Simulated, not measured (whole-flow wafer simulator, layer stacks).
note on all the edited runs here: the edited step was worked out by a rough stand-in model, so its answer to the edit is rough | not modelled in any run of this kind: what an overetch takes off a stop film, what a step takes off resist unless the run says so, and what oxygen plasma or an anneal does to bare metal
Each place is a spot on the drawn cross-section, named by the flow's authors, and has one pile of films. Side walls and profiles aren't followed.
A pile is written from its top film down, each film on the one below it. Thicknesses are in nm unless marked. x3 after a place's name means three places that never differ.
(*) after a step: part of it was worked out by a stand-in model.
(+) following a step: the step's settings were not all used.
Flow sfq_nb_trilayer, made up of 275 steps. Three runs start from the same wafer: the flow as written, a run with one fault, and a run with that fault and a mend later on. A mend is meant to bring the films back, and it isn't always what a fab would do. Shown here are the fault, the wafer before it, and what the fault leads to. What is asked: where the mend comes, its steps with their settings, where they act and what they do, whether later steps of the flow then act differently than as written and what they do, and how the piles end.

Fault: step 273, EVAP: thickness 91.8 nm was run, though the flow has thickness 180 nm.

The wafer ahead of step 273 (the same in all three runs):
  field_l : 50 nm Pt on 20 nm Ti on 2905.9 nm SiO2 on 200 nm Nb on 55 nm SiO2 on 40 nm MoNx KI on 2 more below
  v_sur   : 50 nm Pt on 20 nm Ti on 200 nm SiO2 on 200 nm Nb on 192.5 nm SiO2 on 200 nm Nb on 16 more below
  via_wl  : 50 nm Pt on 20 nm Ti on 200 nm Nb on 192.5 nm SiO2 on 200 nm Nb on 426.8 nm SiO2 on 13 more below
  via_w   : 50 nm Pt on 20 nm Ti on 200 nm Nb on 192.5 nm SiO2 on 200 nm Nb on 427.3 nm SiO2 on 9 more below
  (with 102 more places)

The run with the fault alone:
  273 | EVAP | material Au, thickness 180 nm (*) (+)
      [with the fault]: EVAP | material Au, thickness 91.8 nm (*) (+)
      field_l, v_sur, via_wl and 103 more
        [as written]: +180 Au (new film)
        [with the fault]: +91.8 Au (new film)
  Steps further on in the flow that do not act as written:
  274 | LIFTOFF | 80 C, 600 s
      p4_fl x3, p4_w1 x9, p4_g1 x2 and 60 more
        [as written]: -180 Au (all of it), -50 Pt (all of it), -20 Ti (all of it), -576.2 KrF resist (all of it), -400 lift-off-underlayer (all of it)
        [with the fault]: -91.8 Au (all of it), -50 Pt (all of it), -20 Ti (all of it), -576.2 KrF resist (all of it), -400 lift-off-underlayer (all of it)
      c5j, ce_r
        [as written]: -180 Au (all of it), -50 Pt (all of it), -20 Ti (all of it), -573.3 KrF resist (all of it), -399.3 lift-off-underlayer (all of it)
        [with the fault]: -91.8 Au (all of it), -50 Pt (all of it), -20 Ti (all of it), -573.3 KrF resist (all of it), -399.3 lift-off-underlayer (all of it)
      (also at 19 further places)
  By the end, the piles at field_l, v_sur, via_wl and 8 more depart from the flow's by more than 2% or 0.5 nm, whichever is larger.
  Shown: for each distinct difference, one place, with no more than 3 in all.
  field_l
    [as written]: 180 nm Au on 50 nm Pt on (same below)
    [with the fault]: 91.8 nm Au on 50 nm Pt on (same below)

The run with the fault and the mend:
  After step 273 comes the mend.
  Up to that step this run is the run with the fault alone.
  273a | EVAP | material Au, thickness 88.2 nm (*) (+) (the flow's step 273, run once more with other settings)
      field_l, v_sur, via_wl and 103 more
        +88.2 Au
  None of the later steps of the flow acts differently than as written at any place that is followed.
  By the end, the piles equal the flow's at every place that both follow.
